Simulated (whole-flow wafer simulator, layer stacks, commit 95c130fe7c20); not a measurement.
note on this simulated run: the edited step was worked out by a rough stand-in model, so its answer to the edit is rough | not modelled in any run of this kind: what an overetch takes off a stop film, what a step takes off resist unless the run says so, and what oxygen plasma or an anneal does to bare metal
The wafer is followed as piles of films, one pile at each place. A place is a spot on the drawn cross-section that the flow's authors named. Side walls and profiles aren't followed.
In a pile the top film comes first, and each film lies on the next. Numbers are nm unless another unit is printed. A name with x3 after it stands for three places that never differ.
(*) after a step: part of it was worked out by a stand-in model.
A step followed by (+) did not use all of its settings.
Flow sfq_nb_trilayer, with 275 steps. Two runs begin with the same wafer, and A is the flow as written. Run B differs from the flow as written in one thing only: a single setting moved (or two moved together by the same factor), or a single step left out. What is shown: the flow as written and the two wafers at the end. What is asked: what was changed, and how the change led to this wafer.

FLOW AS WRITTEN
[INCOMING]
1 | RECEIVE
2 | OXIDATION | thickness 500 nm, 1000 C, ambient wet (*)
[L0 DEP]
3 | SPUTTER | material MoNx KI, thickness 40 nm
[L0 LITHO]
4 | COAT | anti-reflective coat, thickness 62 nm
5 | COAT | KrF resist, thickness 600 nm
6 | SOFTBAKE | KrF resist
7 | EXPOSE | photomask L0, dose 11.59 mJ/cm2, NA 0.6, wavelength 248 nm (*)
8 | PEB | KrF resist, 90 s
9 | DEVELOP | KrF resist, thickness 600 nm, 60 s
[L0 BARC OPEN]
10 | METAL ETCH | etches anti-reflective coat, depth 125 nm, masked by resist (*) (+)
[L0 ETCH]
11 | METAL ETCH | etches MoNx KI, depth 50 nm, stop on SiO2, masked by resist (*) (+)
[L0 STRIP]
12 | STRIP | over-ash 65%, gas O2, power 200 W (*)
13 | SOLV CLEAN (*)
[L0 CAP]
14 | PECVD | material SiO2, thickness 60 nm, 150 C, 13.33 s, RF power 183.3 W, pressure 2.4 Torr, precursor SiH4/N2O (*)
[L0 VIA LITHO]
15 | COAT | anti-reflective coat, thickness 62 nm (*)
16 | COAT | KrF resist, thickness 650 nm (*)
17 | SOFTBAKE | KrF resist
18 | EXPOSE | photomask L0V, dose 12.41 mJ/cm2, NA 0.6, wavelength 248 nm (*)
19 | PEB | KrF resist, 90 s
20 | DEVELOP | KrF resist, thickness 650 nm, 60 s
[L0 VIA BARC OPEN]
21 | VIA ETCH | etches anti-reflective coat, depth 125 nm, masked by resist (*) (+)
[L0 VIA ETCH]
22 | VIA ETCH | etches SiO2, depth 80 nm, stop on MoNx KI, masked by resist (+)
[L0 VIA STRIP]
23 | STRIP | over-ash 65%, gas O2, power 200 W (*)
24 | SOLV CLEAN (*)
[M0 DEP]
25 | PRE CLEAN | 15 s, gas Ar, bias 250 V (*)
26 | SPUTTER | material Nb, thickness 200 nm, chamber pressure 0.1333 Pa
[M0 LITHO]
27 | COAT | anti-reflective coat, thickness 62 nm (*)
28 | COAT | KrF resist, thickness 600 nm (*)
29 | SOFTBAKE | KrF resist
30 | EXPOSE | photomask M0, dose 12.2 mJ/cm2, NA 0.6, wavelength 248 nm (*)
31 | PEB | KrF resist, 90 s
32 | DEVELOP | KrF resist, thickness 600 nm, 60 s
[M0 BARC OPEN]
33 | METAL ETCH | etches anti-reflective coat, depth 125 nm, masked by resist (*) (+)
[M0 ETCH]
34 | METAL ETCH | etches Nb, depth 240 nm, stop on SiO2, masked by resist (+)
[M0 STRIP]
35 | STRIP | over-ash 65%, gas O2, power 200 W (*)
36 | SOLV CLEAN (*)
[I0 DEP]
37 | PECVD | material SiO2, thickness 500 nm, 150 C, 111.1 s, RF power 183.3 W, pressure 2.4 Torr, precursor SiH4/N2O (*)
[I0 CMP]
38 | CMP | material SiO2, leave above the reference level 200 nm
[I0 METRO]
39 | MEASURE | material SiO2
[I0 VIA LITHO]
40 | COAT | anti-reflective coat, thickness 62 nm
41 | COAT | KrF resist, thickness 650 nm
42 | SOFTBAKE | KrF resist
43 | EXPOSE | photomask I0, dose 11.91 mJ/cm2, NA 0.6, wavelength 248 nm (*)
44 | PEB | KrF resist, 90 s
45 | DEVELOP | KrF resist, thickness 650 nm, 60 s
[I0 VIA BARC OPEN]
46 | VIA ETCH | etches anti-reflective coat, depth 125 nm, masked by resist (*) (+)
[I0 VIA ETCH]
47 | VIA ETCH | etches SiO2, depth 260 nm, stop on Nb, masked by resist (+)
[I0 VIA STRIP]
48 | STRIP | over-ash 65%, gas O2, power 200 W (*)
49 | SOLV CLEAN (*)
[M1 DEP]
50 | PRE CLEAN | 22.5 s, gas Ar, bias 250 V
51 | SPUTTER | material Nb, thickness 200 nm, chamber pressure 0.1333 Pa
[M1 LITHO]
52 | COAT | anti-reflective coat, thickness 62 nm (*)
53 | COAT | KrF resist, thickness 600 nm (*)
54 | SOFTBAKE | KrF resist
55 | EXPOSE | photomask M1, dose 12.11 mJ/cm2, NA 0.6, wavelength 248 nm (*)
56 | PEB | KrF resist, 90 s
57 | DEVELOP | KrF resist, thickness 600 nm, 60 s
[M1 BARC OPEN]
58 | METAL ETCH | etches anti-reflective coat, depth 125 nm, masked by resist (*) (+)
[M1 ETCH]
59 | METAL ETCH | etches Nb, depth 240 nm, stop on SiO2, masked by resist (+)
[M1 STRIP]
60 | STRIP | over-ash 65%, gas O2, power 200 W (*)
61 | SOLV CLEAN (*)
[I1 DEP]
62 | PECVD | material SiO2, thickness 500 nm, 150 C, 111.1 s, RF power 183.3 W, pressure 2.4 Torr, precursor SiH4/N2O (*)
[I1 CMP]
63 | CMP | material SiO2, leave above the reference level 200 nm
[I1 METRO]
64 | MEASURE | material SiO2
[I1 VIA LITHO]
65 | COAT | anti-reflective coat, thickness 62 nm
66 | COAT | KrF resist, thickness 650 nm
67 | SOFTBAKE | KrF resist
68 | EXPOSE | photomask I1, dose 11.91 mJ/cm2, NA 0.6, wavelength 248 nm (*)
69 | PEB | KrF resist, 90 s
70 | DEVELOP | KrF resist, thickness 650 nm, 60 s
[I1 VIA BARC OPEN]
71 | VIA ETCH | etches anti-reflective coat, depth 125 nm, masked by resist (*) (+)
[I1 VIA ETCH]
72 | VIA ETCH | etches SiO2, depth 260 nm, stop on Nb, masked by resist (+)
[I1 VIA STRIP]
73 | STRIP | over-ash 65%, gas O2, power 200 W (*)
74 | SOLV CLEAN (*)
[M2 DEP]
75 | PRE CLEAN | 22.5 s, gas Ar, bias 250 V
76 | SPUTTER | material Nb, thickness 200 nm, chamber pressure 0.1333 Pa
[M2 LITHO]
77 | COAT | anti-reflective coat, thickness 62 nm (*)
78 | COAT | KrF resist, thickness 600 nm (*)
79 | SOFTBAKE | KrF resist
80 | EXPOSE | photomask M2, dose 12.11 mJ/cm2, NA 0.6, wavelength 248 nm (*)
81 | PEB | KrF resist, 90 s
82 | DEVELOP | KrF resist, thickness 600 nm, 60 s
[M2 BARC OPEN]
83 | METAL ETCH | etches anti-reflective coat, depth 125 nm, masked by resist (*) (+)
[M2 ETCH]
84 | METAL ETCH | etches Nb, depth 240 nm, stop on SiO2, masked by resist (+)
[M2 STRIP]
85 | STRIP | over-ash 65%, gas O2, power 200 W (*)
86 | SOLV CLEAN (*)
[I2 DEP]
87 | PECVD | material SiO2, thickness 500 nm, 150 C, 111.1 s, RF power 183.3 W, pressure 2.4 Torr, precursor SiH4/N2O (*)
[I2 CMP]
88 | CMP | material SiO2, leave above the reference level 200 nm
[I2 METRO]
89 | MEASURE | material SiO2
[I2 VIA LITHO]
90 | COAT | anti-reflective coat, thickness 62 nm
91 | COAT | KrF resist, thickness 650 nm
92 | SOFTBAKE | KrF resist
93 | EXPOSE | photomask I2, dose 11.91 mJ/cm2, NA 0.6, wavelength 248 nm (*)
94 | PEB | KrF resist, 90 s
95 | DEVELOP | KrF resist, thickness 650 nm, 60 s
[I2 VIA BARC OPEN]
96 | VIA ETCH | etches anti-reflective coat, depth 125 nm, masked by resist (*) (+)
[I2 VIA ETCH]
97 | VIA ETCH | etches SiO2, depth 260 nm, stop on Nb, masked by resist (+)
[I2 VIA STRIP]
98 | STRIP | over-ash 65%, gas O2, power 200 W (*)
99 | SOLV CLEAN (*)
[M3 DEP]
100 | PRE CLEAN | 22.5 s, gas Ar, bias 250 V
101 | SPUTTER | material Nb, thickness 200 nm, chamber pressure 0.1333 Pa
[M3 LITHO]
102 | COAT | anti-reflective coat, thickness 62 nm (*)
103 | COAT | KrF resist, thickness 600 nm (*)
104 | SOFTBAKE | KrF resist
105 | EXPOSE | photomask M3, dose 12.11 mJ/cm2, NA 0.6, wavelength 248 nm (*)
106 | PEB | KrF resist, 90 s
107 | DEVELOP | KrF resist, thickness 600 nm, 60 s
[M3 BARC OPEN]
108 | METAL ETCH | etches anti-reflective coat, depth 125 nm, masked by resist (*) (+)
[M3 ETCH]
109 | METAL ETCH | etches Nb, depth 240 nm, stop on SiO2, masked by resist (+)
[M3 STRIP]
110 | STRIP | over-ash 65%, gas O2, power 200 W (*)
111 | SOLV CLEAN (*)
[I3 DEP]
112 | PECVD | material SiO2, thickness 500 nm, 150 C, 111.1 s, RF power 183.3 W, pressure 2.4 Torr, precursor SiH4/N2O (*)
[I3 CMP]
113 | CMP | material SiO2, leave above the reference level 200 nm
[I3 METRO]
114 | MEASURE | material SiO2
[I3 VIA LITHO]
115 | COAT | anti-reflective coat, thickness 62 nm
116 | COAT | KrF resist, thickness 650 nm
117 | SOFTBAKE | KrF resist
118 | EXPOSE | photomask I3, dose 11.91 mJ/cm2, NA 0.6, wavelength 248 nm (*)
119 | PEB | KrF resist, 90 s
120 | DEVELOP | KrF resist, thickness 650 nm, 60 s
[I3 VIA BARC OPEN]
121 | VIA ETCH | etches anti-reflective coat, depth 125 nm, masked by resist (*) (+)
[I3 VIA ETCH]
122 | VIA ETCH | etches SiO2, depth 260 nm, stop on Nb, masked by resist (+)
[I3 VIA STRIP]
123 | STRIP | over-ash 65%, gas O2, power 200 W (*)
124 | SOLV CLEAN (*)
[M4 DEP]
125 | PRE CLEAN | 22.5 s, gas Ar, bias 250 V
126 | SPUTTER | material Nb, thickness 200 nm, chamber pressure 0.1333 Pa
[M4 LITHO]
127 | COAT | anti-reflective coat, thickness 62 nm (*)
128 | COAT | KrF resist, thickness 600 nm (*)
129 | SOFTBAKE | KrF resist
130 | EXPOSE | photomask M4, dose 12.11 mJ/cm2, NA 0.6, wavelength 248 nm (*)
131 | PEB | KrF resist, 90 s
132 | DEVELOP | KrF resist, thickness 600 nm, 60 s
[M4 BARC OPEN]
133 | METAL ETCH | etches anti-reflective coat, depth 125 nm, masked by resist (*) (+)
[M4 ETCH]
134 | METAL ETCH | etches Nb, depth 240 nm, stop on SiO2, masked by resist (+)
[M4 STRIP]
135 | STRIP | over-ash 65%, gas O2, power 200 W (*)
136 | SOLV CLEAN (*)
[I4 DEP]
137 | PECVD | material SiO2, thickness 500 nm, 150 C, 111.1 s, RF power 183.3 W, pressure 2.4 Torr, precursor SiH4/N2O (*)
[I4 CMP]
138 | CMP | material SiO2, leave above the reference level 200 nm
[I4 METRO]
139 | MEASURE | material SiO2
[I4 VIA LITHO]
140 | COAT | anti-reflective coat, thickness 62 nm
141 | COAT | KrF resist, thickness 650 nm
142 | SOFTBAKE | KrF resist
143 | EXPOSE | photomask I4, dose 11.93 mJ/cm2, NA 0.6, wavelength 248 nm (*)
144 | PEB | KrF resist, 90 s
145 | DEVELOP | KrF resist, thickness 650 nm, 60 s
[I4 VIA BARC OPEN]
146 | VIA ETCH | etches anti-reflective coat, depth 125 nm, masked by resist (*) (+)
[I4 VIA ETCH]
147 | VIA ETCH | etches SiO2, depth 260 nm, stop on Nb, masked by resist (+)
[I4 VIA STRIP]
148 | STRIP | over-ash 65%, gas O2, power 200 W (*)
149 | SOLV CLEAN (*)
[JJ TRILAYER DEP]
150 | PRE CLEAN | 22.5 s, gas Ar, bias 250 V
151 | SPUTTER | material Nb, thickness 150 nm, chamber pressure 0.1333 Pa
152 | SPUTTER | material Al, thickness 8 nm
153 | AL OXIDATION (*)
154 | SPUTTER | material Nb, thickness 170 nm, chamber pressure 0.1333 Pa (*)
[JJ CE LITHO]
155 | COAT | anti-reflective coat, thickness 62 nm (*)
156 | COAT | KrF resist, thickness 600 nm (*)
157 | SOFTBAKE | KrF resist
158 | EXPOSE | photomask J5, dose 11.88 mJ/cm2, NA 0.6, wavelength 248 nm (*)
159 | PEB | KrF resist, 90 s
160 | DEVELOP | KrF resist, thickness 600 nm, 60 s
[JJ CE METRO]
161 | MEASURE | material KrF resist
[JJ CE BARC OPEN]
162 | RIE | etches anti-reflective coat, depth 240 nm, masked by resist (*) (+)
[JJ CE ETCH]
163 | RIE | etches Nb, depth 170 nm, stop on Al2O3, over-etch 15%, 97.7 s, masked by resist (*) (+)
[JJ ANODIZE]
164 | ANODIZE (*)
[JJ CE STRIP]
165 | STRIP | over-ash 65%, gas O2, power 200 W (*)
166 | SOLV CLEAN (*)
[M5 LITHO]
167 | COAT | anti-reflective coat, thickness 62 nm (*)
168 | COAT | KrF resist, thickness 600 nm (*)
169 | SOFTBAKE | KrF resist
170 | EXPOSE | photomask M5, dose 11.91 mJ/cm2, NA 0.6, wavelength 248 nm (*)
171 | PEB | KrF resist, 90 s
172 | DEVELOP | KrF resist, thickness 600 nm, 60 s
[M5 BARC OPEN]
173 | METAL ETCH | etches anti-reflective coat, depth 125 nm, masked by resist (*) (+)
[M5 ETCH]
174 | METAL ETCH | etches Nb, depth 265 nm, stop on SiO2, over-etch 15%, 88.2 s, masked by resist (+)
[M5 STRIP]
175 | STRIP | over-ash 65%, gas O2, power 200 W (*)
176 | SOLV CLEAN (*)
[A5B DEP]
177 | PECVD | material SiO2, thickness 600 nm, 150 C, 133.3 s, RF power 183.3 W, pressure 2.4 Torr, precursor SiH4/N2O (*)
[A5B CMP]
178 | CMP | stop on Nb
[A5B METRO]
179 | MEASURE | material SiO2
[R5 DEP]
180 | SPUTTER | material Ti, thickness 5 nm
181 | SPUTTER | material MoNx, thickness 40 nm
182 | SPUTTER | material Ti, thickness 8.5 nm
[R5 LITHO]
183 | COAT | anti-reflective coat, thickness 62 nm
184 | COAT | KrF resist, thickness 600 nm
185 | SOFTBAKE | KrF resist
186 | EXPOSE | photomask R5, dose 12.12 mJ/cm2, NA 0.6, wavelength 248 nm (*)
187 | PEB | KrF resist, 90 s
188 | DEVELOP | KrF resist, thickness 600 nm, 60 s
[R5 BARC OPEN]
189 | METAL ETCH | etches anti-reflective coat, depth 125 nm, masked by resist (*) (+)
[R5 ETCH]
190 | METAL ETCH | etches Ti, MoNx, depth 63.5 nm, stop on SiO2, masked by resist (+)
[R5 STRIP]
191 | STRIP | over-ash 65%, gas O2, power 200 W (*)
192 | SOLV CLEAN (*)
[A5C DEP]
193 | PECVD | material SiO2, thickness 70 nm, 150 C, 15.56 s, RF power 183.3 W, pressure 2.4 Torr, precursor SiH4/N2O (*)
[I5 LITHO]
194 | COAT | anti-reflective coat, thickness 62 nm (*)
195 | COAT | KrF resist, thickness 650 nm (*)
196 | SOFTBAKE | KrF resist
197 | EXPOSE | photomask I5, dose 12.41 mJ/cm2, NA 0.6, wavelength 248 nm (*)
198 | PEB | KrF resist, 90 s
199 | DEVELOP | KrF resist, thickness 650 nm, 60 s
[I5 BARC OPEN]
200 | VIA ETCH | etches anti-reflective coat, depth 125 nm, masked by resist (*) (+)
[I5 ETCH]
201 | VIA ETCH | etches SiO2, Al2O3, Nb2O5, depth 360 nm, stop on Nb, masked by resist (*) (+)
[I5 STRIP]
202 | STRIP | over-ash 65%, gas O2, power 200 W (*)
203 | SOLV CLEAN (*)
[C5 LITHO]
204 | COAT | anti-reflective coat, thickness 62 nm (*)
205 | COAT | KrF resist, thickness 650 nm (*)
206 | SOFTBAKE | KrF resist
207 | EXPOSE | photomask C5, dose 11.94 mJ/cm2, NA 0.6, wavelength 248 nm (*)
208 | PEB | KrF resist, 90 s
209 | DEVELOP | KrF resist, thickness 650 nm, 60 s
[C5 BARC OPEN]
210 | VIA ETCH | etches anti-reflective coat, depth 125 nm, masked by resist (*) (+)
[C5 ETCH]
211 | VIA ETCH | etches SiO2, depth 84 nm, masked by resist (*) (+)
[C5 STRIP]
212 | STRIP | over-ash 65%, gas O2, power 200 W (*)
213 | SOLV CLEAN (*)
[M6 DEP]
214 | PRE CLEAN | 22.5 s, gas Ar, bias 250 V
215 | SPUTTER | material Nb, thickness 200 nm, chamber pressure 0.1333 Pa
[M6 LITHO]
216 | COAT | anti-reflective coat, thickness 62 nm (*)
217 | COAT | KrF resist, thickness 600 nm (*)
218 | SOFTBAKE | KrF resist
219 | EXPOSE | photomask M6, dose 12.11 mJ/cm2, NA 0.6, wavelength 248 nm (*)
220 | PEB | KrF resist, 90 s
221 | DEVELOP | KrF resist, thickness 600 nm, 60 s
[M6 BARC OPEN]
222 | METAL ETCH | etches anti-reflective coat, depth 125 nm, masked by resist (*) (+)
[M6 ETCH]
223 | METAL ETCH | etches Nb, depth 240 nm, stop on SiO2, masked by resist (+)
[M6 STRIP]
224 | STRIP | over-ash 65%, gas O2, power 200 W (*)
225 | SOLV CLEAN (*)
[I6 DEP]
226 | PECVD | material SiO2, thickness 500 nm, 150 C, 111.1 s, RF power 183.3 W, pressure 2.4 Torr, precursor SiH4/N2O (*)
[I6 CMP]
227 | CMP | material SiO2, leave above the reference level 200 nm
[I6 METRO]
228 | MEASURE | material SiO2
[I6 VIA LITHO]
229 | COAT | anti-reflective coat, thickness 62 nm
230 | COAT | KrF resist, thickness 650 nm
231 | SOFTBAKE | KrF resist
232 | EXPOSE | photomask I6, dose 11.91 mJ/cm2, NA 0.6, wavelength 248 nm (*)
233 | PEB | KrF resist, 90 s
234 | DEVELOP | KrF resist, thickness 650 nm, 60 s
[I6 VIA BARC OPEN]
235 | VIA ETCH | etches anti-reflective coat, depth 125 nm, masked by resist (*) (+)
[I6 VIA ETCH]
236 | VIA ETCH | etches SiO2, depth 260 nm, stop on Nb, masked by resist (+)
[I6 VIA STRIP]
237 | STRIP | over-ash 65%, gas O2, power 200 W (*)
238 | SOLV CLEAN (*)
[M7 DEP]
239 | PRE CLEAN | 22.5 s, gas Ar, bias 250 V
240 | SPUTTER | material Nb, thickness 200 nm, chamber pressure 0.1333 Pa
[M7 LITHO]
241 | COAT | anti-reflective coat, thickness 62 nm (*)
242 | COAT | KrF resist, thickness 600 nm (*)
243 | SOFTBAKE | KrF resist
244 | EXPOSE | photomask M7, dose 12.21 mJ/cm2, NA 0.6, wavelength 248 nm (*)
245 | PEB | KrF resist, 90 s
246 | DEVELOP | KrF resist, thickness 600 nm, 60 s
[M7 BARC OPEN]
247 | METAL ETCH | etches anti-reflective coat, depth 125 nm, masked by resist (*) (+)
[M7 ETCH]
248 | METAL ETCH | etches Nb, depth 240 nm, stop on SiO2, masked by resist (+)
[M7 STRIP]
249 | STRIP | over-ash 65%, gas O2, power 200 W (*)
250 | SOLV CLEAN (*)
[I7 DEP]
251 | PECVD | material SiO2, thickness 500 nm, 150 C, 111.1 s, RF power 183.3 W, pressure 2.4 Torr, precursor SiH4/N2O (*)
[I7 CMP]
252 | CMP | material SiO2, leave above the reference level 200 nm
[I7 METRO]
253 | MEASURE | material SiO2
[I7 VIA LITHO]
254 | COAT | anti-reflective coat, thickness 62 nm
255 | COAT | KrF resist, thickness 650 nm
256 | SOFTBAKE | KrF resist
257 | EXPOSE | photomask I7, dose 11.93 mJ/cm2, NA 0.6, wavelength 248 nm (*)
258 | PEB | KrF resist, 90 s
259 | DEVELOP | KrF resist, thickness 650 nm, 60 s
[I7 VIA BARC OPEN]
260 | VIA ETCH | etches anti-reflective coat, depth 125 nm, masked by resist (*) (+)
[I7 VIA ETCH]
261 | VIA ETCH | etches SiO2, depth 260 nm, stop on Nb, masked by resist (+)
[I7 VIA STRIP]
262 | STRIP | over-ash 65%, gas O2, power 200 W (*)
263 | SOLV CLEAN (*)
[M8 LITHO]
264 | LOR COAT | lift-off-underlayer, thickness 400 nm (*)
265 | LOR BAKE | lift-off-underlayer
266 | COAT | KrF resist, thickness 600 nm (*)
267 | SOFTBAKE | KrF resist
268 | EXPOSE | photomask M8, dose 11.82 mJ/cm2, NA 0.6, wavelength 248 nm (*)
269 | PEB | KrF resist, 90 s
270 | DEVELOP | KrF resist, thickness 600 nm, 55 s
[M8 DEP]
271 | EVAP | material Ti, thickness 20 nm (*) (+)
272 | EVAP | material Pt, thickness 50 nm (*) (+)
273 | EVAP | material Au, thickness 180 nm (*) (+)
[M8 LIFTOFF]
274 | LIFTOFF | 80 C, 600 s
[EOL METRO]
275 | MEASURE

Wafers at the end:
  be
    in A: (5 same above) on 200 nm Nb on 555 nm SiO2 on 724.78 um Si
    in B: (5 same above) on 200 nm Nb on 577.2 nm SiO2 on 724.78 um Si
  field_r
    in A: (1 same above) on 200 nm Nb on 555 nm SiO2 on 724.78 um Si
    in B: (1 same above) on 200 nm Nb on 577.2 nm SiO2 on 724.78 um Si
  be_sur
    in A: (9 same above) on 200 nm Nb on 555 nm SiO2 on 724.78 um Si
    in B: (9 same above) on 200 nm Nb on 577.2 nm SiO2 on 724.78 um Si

Cause: step 14, PECVD: thickness 82.2 nm was run, while the flow as written has thickness 60 nm; step 14, PECVD: 18.27 s was run, where the flow has 13.33 s.

Step by step, how the change led to this:
  14 | PECVD | material SiO2, thickness 60 nm, 150 C, 13.33 s, RF power 183.3 W, pressure 2.4 Torr, precursor SiH4/N2O (*)
      v_sur, via_wl, via_w and 97 more: A +60 SiO2 | B +82.2 SiO2
      field_l, l0_sur, l0v, l0r_line_l, l0r_line_c, l0r_line_r: A +60 SiO2 (new film) | B +82.2 SiO2 (new film)
  22 | VIA ETCH | etches SiO2, depth 80 nm, stop on MoNx KI, masked by resist (+)
      l0v: A -59.8 SiO2 (all of it) | B -80 SiO2
  25 | PRE CLEAN | 15 s, gas Ar, bias 250 V (*)
      l0v: A -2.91 MoNx KI | B -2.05 SiO2 (all of it), -1.84 MoNx KI
  27 | COAT | anti-reflective coat, thickness 62 nm (*)
      l0_sur: A +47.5 anti-reflective coat (new film) | B +46 anti-reflective coat (new film)
      l0v: A +78 anti-reflective coat (new film) | B +83.3 anti-reflective coat (new film)
  28 | COAT | KrF resist, thickness 600 nm (*)
      l0v: A +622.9 KrF resist (new film) | B +637.2 KrF resist (new film)
  35 | STRIP | over-ash 65%, gas O2, power 200 W (*)
      l0_sur: A -372 KrF resist (all of it), -47.5 anti-reflective coat (all of it) | B -369.7 KrF resist (all of it), -46 anti-reflective coat (all of it)
      l0v: A -405.3 KrF resist (all of it), -78 anti-reflective coat (all of it) | B -419.4 KrF resist (all of it), -83.3 anti-reflective coat (all of it)
  38 | CMP | material SiO2, leave above the reference level 200 nm
      l0v: A -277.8 SiO2 | B -252.9 SiO2
